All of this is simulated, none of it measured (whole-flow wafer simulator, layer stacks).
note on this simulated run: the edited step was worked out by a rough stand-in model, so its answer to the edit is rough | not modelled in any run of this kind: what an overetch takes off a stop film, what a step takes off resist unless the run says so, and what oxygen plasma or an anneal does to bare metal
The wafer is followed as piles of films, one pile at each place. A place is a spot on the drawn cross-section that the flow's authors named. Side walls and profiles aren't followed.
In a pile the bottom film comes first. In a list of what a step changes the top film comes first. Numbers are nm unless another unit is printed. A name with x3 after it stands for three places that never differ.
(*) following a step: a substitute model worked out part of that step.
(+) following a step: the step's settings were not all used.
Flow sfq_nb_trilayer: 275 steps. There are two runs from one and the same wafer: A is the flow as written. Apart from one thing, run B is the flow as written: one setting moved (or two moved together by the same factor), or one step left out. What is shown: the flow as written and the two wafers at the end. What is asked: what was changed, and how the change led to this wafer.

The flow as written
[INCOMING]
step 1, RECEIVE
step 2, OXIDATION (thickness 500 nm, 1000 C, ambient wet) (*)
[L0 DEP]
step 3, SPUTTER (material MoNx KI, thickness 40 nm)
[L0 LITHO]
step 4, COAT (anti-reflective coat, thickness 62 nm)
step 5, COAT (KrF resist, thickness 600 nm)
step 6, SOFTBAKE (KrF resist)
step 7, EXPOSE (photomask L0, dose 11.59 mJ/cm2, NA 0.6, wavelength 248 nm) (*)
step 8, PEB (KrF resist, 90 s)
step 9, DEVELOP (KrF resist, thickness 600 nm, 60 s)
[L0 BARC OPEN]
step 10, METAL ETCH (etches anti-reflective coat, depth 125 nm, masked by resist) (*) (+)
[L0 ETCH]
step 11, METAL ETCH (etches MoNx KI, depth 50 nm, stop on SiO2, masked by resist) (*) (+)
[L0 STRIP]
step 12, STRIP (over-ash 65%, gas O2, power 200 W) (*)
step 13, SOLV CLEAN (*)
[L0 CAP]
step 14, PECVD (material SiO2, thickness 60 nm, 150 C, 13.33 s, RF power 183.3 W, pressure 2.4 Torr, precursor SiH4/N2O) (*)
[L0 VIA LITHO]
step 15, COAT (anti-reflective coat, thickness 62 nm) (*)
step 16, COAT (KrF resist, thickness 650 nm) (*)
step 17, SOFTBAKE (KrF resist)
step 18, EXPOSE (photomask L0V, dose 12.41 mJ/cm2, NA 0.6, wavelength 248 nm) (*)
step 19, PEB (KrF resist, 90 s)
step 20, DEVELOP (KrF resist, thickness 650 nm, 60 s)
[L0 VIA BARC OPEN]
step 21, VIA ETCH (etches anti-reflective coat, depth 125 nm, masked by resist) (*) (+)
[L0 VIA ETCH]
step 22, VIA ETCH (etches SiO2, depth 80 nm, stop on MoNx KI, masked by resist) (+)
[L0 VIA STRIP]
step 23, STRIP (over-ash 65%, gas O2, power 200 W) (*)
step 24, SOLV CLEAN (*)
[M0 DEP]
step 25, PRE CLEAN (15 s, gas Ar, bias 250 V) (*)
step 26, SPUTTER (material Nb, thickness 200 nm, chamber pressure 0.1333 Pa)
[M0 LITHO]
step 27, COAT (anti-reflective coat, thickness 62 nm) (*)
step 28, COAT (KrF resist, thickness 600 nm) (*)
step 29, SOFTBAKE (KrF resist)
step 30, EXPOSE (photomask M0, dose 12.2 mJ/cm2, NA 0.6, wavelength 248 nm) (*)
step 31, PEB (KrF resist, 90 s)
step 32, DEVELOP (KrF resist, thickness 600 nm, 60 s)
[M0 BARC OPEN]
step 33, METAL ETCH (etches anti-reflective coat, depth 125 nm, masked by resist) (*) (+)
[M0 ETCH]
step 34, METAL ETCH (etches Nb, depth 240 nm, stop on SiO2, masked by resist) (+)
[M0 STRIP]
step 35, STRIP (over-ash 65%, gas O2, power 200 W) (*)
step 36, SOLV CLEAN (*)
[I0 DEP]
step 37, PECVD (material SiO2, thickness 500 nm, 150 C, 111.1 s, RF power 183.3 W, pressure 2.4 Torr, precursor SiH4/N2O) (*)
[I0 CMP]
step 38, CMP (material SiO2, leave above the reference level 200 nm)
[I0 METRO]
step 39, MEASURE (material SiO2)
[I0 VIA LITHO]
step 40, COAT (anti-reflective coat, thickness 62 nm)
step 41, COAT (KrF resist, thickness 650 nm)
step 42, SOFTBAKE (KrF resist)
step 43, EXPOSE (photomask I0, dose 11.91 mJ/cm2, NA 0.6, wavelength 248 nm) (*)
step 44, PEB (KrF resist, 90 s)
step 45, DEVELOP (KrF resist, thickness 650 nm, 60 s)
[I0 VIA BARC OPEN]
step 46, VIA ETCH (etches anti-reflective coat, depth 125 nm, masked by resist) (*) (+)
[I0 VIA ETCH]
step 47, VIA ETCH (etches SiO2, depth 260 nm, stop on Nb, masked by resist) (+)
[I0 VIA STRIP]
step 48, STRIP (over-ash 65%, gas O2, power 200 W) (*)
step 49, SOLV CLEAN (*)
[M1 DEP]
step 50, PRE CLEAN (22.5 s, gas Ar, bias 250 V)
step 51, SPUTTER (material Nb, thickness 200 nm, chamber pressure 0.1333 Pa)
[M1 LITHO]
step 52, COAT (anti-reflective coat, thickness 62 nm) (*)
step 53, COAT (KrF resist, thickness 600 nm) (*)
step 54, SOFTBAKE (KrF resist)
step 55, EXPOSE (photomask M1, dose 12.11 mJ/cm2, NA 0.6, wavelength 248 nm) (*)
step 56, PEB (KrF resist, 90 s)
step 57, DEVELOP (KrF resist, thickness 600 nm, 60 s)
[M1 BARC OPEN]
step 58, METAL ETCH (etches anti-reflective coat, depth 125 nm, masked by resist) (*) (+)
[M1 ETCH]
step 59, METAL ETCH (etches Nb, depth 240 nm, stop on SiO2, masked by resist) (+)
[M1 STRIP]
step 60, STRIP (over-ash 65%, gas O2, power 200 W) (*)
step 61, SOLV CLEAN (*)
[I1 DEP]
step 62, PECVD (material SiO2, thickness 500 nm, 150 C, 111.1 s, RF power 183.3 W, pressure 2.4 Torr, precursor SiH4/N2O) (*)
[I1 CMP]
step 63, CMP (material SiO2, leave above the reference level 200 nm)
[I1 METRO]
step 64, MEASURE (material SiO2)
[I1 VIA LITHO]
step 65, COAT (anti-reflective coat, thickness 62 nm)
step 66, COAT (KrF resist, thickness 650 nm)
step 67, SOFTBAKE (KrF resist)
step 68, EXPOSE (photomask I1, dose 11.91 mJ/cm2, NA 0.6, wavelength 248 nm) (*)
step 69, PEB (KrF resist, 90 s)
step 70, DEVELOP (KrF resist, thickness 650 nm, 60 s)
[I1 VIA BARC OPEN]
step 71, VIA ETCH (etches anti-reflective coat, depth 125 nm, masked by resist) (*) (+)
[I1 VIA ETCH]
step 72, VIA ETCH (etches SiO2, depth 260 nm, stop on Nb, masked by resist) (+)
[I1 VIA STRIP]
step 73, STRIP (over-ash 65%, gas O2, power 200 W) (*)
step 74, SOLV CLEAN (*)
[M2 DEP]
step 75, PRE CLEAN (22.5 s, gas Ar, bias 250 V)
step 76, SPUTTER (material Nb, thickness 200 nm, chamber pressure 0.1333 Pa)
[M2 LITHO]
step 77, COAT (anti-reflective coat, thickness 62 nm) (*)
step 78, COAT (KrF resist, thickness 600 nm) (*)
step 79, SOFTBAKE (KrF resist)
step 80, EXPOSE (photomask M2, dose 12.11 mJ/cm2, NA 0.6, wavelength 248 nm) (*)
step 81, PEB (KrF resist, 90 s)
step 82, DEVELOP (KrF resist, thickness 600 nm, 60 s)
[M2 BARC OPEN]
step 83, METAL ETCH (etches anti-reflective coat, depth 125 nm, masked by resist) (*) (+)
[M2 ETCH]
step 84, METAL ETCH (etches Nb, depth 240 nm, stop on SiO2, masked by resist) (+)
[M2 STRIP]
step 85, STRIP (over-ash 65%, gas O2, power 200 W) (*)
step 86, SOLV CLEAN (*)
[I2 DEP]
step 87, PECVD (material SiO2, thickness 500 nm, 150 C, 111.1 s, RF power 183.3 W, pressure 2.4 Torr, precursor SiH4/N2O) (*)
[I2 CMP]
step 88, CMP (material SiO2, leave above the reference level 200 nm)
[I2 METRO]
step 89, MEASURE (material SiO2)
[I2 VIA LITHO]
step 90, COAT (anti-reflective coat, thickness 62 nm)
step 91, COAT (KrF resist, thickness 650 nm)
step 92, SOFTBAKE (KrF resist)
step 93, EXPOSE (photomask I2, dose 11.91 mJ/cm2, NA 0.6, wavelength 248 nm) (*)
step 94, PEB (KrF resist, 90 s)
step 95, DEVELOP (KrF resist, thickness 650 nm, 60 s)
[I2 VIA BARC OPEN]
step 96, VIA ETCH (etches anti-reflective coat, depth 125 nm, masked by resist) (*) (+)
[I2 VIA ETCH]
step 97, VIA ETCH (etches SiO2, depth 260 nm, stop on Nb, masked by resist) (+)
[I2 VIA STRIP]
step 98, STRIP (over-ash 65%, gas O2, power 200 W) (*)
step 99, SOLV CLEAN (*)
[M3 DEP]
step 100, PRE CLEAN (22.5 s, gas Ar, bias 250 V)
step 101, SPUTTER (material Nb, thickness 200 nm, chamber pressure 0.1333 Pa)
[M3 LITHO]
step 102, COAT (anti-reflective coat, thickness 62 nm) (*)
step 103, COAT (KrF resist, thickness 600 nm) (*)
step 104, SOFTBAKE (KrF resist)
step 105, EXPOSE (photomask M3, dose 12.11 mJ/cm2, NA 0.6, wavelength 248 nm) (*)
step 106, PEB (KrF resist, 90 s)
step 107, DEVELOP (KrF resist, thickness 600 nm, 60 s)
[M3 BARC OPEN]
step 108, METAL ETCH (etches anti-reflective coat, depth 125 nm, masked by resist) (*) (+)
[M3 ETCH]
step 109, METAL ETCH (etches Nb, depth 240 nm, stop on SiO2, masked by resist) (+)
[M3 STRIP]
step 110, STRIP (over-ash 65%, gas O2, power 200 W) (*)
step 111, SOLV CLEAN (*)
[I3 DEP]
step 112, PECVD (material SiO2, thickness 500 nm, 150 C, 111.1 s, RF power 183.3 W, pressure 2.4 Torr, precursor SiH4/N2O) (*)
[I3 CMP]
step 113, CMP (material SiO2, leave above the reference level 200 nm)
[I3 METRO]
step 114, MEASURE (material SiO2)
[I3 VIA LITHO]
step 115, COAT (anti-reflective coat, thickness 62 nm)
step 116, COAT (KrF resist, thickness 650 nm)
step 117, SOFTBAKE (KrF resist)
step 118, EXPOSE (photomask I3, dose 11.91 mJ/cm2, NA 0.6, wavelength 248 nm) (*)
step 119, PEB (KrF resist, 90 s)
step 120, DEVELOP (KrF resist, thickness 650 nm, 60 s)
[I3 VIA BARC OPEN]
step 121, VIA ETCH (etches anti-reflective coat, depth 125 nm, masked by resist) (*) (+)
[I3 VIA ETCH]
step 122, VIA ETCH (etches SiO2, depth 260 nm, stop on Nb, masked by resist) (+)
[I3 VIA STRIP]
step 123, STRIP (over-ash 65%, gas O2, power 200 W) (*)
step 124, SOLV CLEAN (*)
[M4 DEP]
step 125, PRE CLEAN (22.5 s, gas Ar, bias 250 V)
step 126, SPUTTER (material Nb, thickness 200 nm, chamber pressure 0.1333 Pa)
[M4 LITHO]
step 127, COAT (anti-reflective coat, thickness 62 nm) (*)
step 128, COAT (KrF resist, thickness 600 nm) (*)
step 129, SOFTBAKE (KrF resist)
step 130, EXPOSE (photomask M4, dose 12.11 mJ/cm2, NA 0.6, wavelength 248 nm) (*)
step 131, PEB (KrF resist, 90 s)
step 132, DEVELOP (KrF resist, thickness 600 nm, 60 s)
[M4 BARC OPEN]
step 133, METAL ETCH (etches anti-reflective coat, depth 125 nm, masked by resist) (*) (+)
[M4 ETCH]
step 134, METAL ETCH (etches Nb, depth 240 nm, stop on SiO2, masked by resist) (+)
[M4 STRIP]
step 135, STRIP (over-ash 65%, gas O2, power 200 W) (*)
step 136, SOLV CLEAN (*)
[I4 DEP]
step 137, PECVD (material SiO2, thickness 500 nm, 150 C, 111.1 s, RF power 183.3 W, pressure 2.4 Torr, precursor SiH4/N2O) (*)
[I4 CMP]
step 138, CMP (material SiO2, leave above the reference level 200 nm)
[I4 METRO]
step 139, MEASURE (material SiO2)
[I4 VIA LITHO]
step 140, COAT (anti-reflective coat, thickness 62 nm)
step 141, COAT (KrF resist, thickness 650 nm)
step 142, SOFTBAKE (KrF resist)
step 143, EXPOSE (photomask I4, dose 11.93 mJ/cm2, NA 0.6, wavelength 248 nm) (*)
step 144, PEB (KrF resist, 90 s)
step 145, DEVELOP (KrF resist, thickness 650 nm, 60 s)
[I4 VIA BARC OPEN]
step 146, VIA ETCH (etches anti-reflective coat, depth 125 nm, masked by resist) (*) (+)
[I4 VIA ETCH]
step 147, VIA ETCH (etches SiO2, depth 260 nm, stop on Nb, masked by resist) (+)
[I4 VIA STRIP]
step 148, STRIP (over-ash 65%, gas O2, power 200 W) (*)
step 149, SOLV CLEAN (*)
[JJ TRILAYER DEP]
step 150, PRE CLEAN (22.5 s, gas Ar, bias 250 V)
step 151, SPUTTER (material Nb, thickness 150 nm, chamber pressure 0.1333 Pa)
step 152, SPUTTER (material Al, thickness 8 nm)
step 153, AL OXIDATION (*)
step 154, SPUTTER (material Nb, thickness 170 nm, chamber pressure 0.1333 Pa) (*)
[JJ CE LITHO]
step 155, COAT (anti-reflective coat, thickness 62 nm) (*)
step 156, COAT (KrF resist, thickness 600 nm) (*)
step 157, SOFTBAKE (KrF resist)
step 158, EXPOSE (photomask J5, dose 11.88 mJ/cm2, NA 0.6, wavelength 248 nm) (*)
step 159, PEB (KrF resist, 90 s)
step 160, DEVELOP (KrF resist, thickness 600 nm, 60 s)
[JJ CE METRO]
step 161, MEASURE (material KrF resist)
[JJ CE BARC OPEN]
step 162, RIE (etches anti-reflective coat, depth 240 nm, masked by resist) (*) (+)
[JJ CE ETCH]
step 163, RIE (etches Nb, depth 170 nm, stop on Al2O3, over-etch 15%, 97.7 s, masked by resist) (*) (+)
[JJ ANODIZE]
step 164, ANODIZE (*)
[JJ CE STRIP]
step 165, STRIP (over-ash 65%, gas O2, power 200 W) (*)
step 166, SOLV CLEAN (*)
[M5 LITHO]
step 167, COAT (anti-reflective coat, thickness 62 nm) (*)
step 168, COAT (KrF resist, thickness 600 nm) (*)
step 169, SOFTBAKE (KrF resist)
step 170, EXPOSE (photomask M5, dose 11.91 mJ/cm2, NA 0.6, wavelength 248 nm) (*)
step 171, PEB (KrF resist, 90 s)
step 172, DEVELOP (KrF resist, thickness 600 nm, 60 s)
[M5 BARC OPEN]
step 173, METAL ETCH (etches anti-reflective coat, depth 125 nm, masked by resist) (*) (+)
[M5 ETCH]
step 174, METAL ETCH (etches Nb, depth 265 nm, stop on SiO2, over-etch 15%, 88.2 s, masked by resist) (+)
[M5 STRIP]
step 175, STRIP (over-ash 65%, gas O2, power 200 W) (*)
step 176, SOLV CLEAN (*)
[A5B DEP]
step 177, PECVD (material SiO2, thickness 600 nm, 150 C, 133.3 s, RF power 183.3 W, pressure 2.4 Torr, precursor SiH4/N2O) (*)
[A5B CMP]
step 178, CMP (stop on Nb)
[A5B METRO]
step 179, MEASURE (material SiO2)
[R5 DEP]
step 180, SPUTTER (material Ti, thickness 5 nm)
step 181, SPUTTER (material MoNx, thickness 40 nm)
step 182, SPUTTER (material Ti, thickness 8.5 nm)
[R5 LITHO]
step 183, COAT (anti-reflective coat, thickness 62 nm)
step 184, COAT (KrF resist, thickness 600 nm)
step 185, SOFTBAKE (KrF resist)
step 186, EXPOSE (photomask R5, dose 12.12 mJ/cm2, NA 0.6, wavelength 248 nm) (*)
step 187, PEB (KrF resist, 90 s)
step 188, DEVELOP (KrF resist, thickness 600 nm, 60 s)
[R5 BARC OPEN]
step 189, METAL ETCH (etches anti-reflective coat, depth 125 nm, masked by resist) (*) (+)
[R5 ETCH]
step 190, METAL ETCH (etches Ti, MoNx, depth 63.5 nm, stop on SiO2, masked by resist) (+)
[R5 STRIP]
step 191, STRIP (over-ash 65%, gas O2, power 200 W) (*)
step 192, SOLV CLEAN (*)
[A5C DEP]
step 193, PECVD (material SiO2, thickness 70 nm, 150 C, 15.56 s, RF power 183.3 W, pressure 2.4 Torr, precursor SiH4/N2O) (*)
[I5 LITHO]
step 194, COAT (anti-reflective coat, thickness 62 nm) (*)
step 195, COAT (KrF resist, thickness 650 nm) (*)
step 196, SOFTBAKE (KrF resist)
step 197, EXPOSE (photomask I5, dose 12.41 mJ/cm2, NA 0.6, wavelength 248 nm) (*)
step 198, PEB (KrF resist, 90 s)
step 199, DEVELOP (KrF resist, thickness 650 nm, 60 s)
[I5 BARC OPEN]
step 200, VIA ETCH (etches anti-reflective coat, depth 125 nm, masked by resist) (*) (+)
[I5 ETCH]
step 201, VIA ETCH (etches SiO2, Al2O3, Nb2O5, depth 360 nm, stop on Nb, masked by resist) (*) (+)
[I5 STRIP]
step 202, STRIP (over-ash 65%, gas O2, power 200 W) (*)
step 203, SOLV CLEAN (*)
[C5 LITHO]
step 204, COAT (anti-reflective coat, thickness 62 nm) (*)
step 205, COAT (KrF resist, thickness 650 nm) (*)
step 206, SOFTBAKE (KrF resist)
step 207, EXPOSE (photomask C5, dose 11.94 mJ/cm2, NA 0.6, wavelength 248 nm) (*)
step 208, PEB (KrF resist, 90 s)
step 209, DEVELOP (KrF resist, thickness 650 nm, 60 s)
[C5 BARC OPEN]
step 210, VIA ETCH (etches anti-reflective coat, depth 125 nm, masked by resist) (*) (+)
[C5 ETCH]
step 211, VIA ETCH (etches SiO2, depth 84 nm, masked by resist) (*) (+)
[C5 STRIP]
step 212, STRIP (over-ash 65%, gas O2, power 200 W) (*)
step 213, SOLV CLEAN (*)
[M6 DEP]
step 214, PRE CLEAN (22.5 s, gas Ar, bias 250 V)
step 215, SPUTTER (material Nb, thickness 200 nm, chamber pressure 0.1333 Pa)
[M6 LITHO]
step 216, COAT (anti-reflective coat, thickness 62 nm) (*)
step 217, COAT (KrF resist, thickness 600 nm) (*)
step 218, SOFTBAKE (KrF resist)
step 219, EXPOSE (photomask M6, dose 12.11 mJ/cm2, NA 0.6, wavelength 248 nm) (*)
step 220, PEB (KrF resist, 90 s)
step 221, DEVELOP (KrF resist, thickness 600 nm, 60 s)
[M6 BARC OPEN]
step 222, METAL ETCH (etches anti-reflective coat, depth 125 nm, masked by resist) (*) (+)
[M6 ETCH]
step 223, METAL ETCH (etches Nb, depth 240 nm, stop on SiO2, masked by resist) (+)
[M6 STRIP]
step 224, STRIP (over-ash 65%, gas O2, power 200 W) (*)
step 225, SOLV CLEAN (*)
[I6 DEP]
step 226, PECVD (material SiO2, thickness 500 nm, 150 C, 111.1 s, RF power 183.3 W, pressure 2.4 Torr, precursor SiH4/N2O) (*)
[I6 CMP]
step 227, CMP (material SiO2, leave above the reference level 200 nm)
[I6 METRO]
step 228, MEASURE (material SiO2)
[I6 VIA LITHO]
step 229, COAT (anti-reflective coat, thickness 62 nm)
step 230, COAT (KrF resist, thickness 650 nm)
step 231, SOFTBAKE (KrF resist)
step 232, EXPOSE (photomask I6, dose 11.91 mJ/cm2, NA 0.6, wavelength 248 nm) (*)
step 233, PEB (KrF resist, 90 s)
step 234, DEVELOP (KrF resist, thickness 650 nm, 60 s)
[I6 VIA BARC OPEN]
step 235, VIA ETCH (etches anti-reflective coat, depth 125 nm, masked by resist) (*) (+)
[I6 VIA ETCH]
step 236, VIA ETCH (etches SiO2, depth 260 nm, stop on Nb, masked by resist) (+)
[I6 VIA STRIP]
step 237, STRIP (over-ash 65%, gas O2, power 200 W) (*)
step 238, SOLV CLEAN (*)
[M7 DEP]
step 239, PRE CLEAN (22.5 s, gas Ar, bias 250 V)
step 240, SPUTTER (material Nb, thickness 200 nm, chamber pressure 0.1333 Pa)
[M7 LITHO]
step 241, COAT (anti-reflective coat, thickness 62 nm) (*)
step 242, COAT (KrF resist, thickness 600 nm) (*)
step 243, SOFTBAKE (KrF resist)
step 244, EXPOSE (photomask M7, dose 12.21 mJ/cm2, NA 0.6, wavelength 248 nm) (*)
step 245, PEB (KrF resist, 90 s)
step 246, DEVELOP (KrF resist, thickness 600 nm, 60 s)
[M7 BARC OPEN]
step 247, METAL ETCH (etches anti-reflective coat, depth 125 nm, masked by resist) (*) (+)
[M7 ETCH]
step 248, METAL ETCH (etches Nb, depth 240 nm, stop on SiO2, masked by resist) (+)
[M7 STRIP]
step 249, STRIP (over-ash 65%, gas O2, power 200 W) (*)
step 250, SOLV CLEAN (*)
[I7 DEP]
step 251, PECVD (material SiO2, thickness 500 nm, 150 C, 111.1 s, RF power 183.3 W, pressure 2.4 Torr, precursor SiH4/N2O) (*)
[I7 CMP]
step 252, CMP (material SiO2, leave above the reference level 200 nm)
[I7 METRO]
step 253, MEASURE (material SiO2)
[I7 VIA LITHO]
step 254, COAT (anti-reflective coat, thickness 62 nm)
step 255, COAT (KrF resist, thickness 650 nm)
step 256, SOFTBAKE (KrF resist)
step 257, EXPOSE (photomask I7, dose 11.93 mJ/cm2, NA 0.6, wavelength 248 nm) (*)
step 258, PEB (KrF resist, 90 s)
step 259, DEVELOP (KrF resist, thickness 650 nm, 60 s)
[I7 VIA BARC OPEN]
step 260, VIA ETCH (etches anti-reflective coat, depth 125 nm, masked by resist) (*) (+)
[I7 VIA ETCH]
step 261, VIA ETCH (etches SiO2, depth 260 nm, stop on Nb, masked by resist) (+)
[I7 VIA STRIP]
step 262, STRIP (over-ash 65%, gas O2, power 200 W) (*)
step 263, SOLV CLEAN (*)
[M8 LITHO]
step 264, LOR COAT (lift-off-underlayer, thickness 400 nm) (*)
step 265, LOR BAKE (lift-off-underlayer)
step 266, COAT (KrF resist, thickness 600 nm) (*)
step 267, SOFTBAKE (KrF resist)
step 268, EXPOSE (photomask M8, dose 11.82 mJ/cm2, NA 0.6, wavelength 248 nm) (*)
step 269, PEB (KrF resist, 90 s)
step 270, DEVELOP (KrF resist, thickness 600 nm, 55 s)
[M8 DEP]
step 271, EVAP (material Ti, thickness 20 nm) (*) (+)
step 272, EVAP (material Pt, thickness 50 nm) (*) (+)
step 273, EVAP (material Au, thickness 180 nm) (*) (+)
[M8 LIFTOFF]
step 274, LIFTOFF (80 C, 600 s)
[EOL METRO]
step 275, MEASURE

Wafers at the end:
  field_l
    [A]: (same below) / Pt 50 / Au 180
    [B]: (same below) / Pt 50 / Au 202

The reason: step 273, EVAP: thickness 202 nm was run, while the flow as written has thickness 180 nm.
The wafer lets one read it off: field_l has Au 202, and step 273 as written asks for 180 nm.

Step by step, how the change led to this:
  step 273, EVAP (material Au, thickness 180 nm) (*) (+)
      field_l, v_sur, via_wl and 103 more: A +180 Au (new film) | B +202 Au (new film)
  step 274, LIFTOFF (80 C, 600 s)
      p4_fl, p4_fm, p4_w1 and 71 more: A -180 Au (all of it), -50 Pt (all of it), -20 Ti (all of it), -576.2 KrF resist (all of it), -400 lift-off-underlayer (all of it) | B -202 Au (all of it), -50 Pt (all of it), -20 Ti (all of it), -576.2 KrF resist (all of it), -400 lift-off-underlayer (all of it)
      c5j, ce_r: A -180 Au (all of it), -50 Pt (all of it), -20 Ti (all of it), -573.3 KrF resist (all of it), -399.3 lift-off-underlayer (all of it) | B -202 Au (all of it), -50 Pt (all of it), -20 Ti (all of it), -573.3 KrF resist (all of it), -399.3 lift-off-underlayer (all of it)
      (also at 19 further places)
